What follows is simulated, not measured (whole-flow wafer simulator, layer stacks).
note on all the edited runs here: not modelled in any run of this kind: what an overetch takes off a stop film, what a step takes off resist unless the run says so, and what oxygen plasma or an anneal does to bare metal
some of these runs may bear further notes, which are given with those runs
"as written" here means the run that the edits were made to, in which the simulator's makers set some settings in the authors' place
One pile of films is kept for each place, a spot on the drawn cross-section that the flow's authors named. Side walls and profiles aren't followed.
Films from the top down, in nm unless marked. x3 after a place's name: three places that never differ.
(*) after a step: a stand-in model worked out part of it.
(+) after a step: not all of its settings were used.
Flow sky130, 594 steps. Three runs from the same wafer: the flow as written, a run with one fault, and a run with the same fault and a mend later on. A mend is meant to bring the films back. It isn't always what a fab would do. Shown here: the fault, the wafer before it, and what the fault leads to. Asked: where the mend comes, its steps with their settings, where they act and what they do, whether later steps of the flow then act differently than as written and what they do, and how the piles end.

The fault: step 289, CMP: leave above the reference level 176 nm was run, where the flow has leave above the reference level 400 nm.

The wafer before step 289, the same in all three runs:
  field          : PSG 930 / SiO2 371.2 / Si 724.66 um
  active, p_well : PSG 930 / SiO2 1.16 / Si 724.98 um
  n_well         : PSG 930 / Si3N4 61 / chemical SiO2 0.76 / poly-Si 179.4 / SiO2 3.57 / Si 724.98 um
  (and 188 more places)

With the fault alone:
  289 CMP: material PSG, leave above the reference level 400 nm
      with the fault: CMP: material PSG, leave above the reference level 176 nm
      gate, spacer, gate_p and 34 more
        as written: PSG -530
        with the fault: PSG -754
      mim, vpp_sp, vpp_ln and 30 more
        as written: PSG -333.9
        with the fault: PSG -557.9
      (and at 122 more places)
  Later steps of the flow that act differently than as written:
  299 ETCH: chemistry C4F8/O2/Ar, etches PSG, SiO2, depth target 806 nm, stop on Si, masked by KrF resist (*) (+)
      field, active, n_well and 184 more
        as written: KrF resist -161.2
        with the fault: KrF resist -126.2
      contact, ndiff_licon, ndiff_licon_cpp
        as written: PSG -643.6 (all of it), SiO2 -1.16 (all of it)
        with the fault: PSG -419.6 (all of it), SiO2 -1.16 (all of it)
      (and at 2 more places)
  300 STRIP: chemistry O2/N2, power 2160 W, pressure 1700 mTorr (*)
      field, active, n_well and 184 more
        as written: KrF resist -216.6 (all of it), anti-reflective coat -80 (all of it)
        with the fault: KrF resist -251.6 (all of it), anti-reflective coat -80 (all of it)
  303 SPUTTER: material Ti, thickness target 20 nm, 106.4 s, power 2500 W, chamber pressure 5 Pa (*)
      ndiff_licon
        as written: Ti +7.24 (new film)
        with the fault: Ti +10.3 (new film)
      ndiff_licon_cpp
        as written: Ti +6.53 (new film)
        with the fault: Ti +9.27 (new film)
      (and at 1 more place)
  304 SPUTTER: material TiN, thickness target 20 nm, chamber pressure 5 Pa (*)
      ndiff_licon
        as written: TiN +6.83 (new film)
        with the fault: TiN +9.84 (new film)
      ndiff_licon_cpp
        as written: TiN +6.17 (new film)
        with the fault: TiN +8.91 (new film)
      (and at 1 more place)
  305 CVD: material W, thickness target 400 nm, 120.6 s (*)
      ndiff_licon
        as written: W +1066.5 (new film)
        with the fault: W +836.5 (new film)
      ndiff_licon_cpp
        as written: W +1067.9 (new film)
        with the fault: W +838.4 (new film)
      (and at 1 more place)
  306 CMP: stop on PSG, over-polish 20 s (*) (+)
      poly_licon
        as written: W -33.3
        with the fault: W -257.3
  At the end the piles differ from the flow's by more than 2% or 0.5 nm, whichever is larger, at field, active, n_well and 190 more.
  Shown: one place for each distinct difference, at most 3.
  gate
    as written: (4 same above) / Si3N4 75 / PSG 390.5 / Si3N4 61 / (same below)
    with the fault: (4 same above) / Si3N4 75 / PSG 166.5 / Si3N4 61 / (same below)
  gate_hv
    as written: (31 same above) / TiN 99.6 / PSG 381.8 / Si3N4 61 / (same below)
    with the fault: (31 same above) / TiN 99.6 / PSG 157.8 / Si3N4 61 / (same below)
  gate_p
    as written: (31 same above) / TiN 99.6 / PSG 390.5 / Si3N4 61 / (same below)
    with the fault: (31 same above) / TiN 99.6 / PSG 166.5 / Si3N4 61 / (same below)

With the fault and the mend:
  The mend comes after step 289.
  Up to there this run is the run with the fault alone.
  289a HDPCVD: material PSG, thickness target 224 nm (*) (the flow's step 288 once more, with other settings)
      field, active, n_well and 189 more
        PSG +224
  No later step of the flow acts differently than as written, at any place that is followed, by more than 2% or 0.5 nm, whichever is larger.
  At the end the piles differ from the flow's only slightly at the places that both follow, by at most 2% or 0.5 nm, whichever is larger.
